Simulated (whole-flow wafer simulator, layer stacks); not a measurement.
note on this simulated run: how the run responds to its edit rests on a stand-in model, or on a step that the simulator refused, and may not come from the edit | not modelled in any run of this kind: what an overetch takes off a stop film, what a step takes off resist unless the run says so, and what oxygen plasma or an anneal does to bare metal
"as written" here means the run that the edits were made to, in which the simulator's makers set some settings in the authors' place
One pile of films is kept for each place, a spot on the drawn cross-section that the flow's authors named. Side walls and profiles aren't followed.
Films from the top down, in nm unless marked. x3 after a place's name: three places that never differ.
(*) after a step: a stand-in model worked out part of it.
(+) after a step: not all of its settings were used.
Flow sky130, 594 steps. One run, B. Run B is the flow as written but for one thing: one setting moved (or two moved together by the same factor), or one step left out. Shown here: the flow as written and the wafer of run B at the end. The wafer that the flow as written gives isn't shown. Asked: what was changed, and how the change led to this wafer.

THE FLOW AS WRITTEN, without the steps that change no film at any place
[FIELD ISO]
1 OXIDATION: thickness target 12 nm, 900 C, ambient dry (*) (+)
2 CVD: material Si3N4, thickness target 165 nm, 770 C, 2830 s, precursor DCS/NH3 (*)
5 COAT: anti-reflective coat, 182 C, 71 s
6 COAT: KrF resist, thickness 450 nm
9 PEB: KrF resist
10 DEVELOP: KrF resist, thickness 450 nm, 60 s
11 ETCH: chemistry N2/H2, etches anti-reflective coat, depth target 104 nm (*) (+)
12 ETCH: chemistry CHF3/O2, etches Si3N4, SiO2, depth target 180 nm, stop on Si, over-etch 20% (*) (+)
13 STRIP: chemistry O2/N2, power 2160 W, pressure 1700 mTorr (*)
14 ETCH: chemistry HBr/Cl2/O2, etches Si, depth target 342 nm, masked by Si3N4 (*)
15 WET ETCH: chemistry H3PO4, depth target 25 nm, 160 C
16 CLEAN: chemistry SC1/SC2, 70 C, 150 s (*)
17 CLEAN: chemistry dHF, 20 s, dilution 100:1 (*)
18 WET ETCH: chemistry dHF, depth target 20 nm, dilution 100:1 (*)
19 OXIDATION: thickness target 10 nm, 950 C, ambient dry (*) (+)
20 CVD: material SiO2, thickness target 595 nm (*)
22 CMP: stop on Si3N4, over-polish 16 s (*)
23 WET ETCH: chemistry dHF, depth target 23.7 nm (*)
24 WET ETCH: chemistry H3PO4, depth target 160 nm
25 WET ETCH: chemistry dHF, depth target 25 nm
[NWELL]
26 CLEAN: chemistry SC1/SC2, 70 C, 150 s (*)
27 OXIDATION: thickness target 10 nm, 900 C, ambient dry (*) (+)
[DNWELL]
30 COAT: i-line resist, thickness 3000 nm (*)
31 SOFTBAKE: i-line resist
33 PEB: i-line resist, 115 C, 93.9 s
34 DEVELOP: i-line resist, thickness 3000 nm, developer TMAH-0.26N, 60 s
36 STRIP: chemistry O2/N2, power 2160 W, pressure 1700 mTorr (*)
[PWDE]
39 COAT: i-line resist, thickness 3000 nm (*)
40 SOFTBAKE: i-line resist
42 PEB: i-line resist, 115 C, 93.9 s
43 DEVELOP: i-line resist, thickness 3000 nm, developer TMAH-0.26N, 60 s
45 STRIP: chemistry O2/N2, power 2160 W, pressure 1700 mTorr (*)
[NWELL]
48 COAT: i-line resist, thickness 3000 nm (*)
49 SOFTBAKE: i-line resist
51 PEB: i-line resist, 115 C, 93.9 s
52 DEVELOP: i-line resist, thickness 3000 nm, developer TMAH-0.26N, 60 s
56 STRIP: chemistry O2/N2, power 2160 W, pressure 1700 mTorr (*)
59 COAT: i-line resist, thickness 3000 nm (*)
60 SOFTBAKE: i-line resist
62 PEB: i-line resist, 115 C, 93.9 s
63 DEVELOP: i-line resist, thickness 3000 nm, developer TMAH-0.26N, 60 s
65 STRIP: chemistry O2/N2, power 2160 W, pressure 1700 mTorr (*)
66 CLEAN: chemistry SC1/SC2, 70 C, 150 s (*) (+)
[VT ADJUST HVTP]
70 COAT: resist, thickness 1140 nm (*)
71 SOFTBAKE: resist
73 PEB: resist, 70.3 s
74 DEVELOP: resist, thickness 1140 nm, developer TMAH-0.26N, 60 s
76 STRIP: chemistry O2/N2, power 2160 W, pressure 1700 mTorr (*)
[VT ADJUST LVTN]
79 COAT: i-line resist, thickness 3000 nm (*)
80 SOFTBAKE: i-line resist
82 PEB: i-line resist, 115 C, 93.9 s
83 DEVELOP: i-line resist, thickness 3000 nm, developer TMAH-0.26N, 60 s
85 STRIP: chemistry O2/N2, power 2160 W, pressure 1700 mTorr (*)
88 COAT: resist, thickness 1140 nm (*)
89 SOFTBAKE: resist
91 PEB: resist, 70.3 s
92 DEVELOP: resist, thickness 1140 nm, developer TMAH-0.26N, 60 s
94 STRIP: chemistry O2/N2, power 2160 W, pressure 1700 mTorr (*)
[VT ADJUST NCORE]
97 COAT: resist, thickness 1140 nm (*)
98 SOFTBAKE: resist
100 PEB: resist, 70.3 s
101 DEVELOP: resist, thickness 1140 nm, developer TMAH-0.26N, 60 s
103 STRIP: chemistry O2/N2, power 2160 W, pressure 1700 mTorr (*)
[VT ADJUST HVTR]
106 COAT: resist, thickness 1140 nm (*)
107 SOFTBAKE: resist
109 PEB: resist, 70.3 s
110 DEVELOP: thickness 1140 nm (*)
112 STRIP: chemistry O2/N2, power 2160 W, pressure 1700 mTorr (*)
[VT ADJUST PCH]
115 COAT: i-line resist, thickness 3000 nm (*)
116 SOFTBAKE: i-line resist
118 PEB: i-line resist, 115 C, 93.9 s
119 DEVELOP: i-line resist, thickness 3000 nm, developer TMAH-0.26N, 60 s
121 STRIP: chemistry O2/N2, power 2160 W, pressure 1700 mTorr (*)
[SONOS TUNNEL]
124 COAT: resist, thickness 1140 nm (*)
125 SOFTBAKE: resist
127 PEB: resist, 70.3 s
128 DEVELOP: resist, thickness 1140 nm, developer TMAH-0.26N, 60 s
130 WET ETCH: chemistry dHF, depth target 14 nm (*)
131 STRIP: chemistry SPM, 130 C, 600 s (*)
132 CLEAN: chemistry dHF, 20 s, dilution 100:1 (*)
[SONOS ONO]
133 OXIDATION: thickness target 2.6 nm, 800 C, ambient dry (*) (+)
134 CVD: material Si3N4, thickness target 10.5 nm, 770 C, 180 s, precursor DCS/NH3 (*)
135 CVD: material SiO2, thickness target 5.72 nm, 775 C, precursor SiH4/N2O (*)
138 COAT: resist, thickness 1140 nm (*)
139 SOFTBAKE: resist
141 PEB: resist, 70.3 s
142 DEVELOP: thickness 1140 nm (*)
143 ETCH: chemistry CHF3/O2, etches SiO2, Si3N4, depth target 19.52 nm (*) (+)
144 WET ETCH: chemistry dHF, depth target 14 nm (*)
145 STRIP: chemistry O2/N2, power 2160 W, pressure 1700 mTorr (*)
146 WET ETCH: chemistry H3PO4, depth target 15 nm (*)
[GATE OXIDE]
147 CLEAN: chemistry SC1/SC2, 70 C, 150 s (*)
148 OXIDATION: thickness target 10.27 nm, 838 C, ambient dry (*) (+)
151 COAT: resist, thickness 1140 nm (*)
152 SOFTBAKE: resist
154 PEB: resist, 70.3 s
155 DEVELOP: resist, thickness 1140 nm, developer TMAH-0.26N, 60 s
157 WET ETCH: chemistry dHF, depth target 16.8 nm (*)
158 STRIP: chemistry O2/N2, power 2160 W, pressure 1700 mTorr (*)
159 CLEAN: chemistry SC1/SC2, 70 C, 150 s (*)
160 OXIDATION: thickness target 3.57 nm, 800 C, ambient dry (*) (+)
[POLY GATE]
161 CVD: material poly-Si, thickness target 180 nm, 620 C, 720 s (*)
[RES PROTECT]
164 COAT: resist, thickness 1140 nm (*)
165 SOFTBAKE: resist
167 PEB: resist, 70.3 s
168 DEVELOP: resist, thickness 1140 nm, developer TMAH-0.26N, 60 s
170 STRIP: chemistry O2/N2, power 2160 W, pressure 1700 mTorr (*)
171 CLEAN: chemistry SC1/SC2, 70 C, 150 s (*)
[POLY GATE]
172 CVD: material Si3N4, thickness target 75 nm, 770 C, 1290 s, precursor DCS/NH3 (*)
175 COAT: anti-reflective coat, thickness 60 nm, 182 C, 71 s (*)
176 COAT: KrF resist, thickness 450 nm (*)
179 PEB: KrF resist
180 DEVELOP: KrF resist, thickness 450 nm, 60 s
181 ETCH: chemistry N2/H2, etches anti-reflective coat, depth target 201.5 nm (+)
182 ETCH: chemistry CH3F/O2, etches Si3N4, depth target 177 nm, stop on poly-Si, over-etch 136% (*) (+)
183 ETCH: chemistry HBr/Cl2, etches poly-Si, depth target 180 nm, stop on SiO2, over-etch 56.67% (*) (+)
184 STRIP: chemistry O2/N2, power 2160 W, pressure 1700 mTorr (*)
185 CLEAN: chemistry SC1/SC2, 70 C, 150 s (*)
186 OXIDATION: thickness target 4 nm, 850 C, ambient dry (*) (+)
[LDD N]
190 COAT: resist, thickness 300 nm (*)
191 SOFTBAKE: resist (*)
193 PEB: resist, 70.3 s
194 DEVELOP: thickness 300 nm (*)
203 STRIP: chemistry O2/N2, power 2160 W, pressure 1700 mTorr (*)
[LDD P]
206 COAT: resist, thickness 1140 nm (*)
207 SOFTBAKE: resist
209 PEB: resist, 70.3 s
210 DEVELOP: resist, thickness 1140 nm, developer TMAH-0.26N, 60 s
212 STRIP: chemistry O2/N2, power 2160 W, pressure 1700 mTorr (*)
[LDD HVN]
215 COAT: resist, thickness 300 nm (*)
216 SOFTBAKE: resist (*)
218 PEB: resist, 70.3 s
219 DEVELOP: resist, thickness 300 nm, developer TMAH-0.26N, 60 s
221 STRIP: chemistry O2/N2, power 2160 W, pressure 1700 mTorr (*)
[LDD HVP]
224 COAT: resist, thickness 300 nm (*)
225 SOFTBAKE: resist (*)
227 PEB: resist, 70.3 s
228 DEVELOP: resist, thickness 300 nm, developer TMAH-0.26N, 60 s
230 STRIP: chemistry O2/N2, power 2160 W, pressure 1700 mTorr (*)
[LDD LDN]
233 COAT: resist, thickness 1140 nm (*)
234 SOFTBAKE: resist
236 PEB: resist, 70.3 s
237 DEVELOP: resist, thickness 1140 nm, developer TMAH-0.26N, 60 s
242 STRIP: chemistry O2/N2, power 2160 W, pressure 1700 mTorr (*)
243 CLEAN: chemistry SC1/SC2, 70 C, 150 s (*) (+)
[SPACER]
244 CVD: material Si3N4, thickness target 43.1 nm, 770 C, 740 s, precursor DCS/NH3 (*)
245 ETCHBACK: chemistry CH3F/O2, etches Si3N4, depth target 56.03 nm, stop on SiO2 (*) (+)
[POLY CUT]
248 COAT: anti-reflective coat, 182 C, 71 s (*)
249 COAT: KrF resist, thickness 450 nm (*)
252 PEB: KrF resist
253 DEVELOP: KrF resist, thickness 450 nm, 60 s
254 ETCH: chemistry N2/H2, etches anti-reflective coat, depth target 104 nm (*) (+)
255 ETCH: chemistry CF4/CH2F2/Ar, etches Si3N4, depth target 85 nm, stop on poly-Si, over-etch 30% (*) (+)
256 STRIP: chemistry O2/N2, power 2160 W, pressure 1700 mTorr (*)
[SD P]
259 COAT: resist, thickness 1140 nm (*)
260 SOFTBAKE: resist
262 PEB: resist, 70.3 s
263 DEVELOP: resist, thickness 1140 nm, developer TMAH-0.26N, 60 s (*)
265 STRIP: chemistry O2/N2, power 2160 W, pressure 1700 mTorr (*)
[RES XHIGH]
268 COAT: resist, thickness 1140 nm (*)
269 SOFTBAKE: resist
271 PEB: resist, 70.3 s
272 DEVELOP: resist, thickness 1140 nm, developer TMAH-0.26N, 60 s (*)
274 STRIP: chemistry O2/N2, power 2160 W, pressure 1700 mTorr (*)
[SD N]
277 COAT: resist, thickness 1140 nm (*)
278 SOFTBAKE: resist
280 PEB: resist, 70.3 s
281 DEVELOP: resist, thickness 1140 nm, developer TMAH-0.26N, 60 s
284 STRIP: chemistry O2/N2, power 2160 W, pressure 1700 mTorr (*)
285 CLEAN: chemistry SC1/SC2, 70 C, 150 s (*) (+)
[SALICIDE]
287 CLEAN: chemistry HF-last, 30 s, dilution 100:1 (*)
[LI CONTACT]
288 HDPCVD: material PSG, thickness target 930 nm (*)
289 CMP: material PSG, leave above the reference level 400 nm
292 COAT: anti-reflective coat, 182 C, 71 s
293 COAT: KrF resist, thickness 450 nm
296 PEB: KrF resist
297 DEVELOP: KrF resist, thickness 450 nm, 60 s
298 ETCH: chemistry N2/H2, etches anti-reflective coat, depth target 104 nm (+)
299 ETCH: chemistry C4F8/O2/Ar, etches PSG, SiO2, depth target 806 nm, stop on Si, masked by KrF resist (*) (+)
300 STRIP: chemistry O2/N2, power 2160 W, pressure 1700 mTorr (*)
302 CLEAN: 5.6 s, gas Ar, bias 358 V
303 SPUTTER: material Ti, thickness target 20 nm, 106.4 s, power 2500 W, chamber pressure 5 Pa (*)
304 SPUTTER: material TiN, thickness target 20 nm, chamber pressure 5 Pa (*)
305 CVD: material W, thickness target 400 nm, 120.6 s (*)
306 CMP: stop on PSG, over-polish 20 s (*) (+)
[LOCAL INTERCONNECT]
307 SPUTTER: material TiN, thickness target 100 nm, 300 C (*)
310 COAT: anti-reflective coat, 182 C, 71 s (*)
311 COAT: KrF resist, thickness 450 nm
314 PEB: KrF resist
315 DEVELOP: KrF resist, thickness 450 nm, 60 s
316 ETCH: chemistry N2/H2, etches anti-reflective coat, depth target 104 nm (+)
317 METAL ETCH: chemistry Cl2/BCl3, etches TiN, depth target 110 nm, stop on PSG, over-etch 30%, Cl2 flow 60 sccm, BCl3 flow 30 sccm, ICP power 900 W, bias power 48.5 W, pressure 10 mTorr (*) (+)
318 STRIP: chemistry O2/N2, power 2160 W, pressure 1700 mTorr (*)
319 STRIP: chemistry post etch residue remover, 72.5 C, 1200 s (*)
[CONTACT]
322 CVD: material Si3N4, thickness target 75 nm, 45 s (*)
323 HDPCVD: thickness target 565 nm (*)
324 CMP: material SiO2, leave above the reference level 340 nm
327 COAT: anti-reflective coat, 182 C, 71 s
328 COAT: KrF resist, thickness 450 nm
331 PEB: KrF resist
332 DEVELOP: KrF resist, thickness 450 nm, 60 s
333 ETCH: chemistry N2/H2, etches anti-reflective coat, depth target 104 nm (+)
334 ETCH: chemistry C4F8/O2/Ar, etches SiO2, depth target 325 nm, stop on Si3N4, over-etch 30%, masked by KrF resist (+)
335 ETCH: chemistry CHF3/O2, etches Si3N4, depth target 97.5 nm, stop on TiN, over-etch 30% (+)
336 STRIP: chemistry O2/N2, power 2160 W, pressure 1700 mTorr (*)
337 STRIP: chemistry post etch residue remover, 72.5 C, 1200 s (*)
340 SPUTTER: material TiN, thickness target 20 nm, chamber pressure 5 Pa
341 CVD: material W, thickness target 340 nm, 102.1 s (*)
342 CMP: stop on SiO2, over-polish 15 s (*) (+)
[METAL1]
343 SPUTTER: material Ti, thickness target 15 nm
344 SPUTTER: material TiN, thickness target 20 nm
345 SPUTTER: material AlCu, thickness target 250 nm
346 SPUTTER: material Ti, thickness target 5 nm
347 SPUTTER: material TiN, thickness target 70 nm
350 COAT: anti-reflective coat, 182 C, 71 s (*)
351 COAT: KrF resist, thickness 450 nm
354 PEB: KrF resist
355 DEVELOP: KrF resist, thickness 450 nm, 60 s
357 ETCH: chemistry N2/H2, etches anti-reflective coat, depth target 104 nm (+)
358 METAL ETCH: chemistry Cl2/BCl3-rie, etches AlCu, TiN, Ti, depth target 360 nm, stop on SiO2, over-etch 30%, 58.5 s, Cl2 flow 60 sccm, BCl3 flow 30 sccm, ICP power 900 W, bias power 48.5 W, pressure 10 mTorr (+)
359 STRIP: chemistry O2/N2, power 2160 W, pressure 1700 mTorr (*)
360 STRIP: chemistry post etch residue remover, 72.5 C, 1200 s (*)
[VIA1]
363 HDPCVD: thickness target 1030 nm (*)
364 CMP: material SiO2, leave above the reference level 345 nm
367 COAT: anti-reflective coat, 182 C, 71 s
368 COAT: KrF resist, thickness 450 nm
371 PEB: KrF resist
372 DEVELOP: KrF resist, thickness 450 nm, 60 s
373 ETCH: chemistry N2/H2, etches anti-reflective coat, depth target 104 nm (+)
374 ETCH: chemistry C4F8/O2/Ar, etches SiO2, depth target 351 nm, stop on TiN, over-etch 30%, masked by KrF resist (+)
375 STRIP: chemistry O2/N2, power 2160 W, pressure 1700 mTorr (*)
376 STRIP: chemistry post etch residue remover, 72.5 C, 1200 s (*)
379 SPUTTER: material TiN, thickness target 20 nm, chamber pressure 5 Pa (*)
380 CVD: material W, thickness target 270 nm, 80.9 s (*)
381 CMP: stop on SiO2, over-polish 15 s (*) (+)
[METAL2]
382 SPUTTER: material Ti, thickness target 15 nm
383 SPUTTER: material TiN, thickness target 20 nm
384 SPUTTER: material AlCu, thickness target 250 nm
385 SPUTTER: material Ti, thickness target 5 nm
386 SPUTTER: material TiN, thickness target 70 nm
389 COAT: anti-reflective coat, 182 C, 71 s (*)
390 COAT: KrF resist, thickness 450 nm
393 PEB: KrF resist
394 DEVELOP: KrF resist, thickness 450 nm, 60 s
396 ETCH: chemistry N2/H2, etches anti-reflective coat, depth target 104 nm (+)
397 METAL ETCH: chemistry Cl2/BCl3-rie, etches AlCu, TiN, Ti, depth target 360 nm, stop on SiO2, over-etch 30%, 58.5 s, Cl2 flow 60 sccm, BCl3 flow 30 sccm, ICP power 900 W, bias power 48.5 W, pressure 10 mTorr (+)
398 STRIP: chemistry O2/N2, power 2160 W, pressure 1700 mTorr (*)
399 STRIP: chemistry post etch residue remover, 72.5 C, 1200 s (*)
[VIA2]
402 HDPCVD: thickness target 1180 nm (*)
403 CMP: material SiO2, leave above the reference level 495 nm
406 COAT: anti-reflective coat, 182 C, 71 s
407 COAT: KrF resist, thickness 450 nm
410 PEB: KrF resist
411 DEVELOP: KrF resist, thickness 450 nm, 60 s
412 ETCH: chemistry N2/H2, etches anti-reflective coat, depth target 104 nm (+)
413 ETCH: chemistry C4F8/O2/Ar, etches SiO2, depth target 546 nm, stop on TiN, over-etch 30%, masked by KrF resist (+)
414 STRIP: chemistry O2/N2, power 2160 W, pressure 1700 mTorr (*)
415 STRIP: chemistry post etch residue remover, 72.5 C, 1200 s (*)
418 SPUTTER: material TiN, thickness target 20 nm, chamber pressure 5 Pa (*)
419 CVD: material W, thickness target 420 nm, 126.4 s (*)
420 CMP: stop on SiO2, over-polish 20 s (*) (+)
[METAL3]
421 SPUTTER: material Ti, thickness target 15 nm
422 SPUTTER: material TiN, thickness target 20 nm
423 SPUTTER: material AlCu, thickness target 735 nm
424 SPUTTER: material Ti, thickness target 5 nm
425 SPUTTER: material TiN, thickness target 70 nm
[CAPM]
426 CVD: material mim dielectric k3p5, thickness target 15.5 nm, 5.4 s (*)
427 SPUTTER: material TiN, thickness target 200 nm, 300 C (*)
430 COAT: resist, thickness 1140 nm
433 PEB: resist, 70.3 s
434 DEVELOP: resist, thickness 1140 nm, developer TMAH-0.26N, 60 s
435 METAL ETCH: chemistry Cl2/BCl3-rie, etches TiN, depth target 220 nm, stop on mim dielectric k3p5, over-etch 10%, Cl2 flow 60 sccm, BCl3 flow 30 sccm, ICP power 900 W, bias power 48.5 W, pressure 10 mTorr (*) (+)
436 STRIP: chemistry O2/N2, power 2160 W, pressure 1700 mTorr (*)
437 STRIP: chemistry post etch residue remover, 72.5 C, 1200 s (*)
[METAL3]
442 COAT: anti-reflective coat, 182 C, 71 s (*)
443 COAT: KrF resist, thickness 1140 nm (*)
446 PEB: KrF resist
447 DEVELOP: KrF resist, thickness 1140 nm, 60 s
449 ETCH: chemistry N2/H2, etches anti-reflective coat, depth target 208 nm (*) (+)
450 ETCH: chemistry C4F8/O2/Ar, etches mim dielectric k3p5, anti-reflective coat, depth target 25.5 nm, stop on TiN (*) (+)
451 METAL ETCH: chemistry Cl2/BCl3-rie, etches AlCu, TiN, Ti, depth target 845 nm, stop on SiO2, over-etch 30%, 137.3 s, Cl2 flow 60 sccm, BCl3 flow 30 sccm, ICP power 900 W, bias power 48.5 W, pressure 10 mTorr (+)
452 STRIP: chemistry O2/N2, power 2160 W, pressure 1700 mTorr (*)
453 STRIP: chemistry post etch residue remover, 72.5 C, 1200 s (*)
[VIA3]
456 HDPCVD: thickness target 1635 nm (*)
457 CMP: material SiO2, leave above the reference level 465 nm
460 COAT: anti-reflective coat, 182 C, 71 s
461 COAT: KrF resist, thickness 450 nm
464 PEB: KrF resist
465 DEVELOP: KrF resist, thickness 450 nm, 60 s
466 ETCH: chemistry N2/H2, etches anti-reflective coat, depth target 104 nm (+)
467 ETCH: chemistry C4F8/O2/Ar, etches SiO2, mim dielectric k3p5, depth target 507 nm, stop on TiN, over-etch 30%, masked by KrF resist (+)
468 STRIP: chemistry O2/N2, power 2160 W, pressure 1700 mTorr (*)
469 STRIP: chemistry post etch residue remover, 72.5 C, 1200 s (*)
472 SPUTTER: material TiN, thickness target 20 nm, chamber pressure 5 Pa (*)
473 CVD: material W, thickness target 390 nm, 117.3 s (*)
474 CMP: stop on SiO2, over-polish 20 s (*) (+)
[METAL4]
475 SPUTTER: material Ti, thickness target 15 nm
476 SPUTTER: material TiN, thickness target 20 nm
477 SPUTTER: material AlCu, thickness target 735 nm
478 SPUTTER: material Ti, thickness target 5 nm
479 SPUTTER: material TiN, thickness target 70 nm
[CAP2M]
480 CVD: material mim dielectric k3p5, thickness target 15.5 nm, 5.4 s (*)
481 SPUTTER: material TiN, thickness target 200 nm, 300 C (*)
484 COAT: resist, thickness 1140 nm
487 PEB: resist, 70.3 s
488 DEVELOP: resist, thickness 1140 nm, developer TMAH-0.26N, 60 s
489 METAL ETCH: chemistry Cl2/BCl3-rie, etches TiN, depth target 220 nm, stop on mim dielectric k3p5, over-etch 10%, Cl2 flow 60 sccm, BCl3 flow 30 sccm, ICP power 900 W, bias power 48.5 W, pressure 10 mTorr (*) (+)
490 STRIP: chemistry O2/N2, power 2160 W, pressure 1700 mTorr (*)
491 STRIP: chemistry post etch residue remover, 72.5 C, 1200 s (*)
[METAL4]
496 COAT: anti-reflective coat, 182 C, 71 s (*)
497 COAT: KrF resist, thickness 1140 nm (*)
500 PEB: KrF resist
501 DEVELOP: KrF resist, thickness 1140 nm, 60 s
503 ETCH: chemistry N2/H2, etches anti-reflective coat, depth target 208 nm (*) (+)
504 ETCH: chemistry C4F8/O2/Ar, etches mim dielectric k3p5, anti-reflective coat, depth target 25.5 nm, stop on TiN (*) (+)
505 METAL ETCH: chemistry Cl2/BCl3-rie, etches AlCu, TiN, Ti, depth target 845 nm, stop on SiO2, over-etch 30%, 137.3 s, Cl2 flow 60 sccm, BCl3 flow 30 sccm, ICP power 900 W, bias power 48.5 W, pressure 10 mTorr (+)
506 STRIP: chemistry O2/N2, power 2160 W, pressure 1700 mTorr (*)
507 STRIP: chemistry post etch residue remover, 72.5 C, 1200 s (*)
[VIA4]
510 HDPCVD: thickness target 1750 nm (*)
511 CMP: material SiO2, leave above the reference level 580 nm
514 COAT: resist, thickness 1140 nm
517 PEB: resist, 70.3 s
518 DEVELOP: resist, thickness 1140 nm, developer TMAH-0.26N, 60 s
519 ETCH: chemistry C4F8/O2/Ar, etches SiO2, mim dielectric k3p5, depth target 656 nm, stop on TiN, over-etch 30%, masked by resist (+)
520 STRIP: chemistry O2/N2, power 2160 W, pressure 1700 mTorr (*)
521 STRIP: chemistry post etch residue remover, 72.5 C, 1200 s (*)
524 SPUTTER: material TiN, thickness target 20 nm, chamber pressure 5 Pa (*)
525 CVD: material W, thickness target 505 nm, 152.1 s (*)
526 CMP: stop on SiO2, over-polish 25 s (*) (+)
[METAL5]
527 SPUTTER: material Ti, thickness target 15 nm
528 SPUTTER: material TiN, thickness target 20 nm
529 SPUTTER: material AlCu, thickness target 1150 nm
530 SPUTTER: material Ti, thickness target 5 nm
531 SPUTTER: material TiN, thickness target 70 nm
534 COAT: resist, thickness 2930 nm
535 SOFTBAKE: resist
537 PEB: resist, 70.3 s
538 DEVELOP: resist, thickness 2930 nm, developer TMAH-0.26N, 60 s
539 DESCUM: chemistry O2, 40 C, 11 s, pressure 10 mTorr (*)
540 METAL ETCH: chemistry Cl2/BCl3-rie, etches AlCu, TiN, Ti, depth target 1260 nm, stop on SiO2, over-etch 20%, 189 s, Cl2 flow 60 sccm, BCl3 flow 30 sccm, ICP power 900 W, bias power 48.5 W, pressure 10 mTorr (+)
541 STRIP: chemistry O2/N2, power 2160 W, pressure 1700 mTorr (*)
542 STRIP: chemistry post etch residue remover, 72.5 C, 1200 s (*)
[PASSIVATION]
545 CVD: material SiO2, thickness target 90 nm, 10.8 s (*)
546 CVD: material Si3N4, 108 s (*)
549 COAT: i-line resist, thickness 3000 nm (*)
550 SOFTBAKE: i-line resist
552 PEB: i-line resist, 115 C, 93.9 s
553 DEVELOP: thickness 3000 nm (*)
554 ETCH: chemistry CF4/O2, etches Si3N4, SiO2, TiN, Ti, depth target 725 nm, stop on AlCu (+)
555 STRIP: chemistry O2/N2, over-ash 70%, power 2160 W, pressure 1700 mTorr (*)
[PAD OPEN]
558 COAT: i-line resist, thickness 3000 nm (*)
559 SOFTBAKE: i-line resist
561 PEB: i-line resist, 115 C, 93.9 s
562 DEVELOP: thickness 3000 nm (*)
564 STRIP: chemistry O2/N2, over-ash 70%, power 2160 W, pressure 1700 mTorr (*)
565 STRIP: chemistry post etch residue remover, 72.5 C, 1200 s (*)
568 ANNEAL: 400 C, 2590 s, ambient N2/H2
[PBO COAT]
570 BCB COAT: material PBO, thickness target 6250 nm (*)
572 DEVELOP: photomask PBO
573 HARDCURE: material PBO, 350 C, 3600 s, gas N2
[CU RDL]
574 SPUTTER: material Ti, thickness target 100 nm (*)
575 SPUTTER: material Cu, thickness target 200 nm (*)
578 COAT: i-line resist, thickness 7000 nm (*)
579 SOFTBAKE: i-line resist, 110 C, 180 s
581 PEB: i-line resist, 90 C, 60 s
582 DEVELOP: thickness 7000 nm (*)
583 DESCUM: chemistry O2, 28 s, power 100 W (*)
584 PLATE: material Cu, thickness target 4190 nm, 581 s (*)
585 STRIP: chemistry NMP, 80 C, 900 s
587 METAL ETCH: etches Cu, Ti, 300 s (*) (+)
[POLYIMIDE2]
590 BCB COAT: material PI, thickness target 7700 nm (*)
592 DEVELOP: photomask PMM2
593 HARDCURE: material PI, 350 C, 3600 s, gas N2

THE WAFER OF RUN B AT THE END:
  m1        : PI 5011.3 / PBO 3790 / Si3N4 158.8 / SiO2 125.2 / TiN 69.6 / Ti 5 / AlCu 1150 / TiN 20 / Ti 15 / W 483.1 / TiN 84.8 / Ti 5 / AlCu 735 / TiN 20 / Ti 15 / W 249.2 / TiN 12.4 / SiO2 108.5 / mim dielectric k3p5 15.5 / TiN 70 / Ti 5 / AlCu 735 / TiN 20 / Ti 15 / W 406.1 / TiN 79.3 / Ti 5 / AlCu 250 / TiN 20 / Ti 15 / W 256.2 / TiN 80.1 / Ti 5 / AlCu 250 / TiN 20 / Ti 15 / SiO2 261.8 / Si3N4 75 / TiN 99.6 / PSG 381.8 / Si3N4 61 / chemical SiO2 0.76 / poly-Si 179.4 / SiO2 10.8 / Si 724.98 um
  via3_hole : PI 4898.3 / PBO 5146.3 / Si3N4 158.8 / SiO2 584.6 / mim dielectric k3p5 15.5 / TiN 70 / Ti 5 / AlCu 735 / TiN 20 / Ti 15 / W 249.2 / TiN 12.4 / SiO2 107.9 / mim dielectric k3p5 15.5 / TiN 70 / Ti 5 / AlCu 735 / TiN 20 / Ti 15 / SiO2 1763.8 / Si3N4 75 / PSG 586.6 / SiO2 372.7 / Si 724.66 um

The cause: step 467, ETCH: depth target 266 nm was run, where the flow has depth target 507 nm.

How the change led to this, step by step:
  467 ETCH: chemistry C4F8/O2/Ar, etches SiO2, mim dielectric k3p5, depth target 507 nm, stop on TiN, over-etch 30%, masked by KrF resist (+)
      m1: SiO2 -266 (as written it would be: SiO2 -374.5 (all of it), mim dielectric k3p5 -15.5 (all of it))
      via3_hole: SiO2 -266 (as written it would be: SiO2 -373.9 (all of it), mim dielectric k3p5 -15.5 (all of it))
      (and at 190 more places)
  468 STRIP: chemistry O2/N2, power 2160 W, pressure 1700 mTorr (*)
      field, active, n_well and 187 more: KrF resist -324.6 (all of it), anti-reflective coat -80 (all of it) (as written it would be: KrF resist -276.4 (all of it), anti-reflective coat -80 (all of it))
  472 SPUTTER: material TiN, thickness target 20 nm, chamber pressure 5 Pa (*)
      m1, via3_hole: TiN +12.4 (new film) (as written it would be: TiN +10.6)
  473 CVD: material W, thickness target 390 nm, 117.3 s (*)
      m1: W +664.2 (new film) (as written it would be: W +790.5 (new film))
      via3_hole: W +664.2 (new film) (as written it would be: W +789.9 (new film))
Counting metal films that touch as one body, m1 has 3 bodies (between them, from the top down: SiO2 108.5 / mim dielectric k3p5 15.5; SiO2 261.8 / Si3N4 75); the flow as written gives 2 bodies (between them, from the top down: SiO2 261.8 / Si3N4 75).
Counting metal films that touch as one body, via3_hole has 2 bodies (between them, from the top down: SiO2 107.9 / mim dielectric k3p5 15.5); the flow as written gives 1 body.
